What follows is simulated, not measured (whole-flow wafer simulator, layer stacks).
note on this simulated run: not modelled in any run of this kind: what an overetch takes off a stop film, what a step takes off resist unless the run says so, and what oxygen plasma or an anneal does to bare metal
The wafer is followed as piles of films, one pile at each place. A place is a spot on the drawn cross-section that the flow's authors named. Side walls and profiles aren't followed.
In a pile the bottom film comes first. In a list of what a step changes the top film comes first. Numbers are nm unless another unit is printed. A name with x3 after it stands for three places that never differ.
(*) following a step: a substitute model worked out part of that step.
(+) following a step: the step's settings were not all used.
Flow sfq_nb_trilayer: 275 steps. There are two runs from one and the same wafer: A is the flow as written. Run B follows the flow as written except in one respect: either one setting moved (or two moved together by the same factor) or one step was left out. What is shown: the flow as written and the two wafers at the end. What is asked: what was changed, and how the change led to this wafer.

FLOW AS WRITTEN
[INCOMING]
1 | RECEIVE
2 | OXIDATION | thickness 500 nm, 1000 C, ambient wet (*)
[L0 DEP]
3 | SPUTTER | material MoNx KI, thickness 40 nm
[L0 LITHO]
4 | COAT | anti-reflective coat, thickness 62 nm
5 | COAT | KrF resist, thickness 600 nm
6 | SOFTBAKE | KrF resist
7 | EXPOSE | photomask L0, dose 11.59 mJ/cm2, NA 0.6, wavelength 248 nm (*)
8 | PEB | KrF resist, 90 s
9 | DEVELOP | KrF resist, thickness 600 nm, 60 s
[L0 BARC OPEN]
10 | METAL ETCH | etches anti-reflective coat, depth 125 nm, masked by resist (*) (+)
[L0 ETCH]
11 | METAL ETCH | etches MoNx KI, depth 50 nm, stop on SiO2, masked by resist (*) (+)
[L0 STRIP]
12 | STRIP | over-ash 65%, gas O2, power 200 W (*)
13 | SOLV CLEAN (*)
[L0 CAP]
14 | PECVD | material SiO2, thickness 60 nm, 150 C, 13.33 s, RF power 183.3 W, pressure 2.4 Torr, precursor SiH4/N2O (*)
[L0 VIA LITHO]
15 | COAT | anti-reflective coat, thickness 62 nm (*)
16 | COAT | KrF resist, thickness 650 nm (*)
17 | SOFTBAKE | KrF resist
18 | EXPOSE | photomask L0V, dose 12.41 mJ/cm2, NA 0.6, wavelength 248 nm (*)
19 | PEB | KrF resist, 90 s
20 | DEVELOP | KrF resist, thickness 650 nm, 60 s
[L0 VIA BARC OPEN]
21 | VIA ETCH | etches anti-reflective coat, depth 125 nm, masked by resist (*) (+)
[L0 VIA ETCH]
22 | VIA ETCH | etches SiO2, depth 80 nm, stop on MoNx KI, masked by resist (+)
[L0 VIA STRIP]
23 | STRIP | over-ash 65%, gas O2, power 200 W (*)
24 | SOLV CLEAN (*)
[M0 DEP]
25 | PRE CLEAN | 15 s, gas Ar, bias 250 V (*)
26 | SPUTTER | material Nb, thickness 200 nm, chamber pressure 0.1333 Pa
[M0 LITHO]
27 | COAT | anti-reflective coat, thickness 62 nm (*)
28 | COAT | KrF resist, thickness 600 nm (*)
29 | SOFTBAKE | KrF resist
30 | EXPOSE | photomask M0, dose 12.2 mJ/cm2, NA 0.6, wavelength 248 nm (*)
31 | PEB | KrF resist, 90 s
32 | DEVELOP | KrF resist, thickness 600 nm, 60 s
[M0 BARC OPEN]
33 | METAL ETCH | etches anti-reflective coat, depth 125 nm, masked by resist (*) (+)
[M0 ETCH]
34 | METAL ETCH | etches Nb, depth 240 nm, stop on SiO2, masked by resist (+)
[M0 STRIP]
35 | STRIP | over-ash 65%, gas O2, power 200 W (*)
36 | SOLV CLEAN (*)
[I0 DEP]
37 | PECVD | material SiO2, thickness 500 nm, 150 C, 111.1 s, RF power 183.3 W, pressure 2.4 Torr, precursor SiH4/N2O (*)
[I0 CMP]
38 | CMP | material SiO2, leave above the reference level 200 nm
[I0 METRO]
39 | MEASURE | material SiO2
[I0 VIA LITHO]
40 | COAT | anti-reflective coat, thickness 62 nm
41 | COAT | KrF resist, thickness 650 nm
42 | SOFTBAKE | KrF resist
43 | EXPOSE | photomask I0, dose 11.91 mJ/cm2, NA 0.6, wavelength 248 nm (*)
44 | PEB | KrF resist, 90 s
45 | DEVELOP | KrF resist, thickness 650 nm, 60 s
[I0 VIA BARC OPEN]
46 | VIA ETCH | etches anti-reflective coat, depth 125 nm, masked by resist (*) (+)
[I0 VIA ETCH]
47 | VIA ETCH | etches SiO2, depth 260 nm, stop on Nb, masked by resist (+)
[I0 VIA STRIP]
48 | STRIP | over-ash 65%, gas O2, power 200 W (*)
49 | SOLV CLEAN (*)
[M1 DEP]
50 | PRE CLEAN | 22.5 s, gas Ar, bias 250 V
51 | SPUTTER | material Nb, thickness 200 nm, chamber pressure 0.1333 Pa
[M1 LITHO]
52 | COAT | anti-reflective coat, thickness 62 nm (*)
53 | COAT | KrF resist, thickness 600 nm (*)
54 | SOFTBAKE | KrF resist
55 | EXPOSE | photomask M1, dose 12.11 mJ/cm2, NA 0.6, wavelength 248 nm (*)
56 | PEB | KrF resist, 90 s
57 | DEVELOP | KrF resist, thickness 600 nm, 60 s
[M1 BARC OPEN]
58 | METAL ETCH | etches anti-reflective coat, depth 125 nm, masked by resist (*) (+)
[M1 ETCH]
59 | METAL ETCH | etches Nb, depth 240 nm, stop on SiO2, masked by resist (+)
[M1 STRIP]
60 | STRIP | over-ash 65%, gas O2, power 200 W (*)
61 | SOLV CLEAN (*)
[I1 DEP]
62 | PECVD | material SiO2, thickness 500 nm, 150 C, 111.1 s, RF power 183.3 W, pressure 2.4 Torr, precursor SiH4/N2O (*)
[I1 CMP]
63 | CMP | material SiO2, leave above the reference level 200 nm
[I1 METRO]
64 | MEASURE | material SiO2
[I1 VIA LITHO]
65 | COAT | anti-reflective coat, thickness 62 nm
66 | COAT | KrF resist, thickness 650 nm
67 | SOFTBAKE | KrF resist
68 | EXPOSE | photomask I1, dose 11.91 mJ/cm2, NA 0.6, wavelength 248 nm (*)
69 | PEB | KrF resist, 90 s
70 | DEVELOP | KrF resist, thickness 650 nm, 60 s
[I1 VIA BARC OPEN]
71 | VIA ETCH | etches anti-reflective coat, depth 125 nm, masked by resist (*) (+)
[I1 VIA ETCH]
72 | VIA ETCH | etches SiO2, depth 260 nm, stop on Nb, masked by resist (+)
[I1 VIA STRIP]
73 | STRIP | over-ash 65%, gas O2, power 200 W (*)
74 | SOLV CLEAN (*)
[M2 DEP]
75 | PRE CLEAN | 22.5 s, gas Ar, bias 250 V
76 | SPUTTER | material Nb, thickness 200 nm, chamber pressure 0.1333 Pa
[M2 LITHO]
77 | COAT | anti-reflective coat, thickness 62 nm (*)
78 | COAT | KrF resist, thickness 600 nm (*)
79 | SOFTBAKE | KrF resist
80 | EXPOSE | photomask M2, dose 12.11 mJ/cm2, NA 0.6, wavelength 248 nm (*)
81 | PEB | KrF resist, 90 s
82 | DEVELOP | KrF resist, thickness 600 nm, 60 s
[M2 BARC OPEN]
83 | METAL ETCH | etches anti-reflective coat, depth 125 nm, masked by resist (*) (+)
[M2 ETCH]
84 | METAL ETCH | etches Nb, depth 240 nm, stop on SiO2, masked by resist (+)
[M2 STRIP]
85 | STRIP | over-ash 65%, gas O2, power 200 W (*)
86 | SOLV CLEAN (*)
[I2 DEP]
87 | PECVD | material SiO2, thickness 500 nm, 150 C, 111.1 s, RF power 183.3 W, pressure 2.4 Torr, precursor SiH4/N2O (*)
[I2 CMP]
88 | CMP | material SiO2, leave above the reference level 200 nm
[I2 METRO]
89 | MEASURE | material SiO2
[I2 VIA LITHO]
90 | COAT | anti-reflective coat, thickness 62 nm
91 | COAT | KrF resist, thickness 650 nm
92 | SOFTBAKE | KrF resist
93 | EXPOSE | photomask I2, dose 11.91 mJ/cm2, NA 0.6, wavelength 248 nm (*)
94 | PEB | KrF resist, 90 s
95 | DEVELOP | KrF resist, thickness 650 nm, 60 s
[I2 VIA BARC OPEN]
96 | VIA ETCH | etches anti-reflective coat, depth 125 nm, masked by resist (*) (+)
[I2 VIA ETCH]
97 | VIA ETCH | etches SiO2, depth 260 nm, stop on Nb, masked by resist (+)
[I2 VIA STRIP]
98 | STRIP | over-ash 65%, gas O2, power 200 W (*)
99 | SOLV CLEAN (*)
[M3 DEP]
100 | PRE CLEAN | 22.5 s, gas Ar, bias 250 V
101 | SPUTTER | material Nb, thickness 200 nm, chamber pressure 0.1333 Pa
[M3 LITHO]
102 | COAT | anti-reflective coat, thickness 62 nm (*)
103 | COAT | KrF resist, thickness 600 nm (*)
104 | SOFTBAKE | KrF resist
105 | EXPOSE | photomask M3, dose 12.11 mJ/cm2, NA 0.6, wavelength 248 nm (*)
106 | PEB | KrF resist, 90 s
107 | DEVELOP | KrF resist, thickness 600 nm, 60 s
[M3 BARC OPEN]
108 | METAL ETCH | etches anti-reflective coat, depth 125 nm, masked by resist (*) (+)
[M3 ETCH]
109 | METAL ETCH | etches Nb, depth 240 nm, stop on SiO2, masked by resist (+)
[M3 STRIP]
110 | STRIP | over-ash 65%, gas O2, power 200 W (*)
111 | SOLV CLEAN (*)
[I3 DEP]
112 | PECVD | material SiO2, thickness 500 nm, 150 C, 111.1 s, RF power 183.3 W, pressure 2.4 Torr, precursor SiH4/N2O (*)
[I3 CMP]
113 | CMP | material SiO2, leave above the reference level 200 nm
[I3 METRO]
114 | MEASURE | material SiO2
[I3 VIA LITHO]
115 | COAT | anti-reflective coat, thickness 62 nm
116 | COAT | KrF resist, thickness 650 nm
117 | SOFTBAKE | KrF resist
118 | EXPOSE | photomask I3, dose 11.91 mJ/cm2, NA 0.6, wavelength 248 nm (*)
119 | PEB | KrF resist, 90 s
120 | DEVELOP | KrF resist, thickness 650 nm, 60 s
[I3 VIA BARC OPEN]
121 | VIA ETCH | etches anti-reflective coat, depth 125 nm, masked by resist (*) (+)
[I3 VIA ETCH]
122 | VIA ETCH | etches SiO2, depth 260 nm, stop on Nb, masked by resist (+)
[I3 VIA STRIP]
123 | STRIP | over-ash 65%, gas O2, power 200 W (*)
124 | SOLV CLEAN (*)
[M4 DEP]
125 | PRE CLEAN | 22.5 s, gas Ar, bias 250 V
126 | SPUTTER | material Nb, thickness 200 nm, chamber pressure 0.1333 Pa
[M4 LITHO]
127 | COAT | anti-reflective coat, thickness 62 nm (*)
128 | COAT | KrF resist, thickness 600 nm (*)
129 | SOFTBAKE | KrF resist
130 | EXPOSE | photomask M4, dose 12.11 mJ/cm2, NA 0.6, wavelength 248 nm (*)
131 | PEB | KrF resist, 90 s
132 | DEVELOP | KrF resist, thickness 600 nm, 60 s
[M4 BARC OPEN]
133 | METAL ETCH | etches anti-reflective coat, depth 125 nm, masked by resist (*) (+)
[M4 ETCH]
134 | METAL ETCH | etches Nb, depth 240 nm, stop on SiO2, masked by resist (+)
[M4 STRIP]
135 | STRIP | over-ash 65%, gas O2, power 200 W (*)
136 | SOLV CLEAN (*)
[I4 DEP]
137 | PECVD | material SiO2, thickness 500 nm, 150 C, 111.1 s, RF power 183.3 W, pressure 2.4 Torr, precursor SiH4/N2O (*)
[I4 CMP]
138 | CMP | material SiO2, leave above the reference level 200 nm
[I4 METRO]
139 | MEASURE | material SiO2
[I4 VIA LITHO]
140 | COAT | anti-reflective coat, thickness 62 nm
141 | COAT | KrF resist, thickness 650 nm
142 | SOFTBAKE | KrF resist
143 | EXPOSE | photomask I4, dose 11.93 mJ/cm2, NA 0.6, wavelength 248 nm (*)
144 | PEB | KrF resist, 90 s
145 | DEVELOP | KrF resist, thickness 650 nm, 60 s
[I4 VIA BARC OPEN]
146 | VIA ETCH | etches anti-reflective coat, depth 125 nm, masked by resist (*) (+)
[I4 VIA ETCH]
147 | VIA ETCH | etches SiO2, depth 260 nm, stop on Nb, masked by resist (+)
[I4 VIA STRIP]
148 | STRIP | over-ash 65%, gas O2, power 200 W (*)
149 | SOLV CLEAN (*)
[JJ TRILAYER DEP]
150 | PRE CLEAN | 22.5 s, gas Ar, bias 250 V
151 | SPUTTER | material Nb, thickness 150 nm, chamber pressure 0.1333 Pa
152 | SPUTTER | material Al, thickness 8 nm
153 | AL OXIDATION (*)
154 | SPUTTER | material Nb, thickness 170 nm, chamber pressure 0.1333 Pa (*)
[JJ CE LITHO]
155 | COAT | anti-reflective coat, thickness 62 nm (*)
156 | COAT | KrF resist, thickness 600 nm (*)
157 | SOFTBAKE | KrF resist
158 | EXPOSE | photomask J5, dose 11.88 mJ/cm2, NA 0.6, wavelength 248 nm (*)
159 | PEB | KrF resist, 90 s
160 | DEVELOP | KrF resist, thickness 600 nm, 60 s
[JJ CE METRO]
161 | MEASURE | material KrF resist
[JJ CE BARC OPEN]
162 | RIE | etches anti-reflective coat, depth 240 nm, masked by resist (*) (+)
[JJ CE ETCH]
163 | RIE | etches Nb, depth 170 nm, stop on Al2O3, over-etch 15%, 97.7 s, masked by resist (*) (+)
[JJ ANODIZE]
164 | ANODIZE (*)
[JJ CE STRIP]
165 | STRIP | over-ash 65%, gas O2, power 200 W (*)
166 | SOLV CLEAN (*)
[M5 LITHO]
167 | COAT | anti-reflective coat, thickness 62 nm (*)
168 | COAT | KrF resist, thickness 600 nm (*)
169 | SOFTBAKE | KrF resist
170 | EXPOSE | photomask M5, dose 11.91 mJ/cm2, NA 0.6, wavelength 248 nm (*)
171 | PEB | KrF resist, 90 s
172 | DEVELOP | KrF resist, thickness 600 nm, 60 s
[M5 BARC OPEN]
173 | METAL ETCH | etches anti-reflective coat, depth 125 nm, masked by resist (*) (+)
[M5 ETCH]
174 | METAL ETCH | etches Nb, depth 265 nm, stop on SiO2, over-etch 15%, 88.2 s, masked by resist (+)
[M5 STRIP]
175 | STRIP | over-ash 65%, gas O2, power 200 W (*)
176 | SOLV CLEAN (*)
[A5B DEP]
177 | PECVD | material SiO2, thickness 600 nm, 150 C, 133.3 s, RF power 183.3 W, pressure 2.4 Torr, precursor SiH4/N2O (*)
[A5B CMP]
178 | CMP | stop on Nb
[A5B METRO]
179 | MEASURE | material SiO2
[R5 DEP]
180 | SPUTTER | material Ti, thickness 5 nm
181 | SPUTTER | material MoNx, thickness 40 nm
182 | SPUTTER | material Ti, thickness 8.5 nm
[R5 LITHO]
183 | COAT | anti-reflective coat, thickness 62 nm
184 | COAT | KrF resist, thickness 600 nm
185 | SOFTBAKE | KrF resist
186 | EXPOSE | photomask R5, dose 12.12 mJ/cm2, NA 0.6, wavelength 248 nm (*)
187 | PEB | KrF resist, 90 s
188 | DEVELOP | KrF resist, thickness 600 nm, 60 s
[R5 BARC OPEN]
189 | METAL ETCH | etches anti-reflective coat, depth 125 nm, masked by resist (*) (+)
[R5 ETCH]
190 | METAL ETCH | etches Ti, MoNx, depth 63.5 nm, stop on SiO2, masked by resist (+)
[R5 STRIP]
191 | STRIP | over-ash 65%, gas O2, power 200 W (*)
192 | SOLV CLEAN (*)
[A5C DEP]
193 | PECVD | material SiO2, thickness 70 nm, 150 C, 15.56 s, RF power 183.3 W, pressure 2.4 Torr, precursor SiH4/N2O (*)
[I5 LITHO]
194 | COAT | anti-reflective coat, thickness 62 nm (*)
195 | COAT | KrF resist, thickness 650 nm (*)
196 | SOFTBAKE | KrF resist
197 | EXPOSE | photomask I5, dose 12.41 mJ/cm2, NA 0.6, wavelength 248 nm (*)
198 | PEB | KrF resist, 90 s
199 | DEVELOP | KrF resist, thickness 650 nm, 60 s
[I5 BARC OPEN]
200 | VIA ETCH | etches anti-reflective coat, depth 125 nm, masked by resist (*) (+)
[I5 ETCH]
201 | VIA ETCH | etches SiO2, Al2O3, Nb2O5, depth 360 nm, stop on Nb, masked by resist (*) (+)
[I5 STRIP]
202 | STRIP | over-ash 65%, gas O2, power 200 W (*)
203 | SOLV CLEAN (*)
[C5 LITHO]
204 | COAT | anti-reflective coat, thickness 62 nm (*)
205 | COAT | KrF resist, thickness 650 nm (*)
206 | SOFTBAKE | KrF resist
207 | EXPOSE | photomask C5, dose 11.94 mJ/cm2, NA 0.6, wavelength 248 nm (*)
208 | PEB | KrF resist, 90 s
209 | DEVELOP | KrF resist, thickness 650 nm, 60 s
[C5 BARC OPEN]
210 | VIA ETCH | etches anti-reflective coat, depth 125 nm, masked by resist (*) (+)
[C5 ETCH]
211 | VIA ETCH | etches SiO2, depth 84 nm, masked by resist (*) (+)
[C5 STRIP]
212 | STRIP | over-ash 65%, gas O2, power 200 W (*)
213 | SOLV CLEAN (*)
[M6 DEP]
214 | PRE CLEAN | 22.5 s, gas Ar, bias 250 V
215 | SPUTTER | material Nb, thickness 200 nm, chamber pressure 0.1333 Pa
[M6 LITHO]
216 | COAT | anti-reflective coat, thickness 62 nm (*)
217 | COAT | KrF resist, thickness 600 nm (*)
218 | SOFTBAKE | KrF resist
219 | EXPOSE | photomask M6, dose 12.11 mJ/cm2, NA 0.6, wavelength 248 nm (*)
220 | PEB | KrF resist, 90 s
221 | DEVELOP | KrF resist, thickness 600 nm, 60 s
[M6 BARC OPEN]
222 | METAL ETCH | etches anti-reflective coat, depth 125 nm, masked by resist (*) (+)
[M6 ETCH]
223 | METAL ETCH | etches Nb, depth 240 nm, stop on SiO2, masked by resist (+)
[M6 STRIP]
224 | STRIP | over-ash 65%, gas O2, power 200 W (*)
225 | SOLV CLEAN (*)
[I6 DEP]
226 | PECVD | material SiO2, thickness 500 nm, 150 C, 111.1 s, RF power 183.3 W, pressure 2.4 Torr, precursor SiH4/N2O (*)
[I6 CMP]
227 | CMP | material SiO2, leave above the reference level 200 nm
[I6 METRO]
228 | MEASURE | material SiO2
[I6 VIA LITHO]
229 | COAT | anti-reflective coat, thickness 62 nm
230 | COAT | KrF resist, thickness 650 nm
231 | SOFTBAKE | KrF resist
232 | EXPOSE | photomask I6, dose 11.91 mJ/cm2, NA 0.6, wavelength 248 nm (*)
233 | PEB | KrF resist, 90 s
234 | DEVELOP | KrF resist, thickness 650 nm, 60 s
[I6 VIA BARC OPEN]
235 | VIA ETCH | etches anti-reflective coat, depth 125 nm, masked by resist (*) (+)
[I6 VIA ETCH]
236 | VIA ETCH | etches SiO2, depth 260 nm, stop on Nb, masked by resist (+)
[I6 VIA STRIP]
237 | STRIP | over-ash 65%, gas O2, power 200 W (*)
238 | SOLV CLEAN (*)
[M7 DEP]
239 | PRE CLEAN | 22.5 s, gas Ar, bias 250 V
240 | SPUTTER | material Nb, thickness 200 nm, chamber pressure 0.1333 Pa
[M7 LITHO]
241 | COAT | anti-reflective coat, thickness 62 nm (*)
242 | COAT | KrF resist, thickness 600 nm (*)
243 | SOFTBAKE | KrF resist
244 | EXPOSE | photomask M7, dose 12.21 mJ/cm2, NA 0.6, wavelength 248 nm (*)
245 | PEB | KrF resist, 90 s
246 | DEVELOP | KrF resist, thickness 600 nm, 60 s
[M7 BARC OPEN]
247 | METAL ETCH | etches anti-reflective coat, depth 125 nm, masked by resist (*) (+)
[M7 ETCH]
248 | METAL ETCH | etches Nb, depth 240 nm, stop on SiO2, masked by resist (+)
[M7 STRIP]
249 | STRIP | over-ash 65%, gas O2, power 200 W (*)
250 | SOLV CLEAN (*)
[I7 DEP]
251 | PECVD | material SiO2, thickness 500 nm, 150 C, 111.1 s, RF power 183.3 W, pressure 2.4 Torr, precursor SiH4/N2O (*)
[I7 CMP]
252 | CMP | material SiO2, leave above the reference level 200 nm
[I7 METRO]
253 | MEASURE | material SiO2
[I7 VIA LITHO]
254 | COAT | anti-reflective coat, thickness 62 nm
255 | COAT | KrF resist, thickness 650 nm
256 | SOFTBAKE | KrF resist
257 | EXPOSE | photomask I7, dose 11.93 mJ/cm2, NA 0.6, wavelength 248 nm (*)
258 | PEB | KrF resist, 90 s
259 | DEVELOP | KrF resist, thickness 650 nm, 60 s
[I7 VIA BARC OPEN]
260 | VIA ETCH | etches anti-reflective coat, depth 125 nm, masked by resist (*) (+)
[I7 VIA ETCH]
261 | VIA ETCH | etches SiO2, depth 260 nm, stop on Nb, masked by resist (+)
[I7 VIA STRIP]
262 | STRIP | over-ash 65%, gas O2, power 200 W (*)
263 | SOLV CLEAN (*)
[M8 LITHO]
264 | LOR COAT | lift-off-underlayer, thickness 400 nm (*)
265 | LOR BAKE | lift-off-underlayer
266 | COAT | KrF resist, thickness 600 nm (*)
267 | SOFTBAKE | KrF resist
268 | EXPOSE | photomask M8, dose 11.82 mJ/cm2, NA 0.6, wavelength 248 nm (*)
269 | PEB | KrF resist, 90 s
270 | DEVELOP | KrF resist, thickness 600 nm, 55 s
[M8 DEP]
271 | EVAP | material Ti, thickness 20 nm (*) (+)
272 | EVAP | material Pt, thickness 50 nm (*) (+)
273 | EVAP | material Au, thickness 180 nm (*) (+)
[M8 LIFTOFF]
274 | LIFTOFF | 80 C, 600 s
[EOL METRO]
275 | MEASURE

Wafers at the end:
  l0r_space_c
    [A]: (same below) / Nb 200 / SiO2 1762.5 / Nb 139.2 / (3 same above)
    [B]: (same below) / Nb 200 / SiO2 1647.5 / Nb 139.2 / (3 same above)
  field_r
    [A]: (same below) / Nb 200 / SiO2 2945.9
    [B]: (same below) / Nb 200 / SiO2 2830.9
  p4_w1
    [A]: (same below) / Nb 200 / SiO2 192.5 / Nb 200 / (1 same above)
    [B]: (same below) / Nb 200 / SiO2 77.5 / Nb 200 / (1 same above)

What caused this: step 113, CMP: leave above the reference level 85 nm was run, while the flow as written has leave above the reference level 200 nm.

The path from the change to this, step by step:
  113 | CMP | material SiO2, leave above the reference level 200 nm
      field_l, be, be_sur and 64 more: A -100 SiO2 | B -215 SiO2
      v_sur, via_wl, via_wr and 27 more: A -300 SiO2 | B -415 SiO2
      (and at 9 other places as well)
  122 | VIA ETCH | etches SiO2, depth 260 nm, stop on Nb, masked by resist (+)
      field_l, v_sur, via_wl and 102 more: A -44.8 KrF resist | B -21.9 KrF resist
      via_v: A -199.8 SiO2 (all of it) | B -84.8 SiO2 (all of it)
  123 | STRIP | over-ash 65%, gas O2, power 200 W (*)
      field_l, v_sur, via_wl and 102 more: A -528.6 KrF resist (all of it), -62 anti-reflective coat (all of it) | B -551.5 KrF resist (all of it), -62 anti-reflective coat (all of it)
  126 | SPUTTER | material Nb, thickness 200 nm, chamber pressure 0.1333 Pa
      via_v: A +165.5 Nb | B +191.1 Nb
  127 | COAT | anti-reflective coat, thickness 62 nm (*)
      via_v: A +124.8 anti-reflective coat (new film) | B +98 anti-reflective coat (new film)
  128 | COAT | KrF resist, thickness 600 nm (*)
      via_v: A +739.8 KrF resist (new film) | B +644.3 KrF resist (new film)
  135 | STRIP | over-ash 65%, gas O2, power 200 W (*)
      via_sp: A -373.9 KrF resist (all of it), -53 anti-reflective coat (all of it) | B -382.6 KrF resist (all of it), -53.9 anti-reflective coat (all of it)
      via_v: A -521.8 KrF resist (all of it), -124.8 anti-reflective coat (all of it) | B -426.6 KrF resist (all of it), -98 anti-reflective coat (all of it)
      (and at 1 other place as well)
  137 | PECVD | material SiO2, thickness 500 nm, 150 C, 111.1 s, RF power 183.3 W, pressure 2.4 Torr, precursor SiH4/N2O (*)
      via_v: A +615 SiO2 (new film) | B +500 SiO2 (new film)
  138 | CMP | material SiO2, leave above the reference level 200 nm
      via_v: A -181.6 SiO2 | B -207.1 SiO2
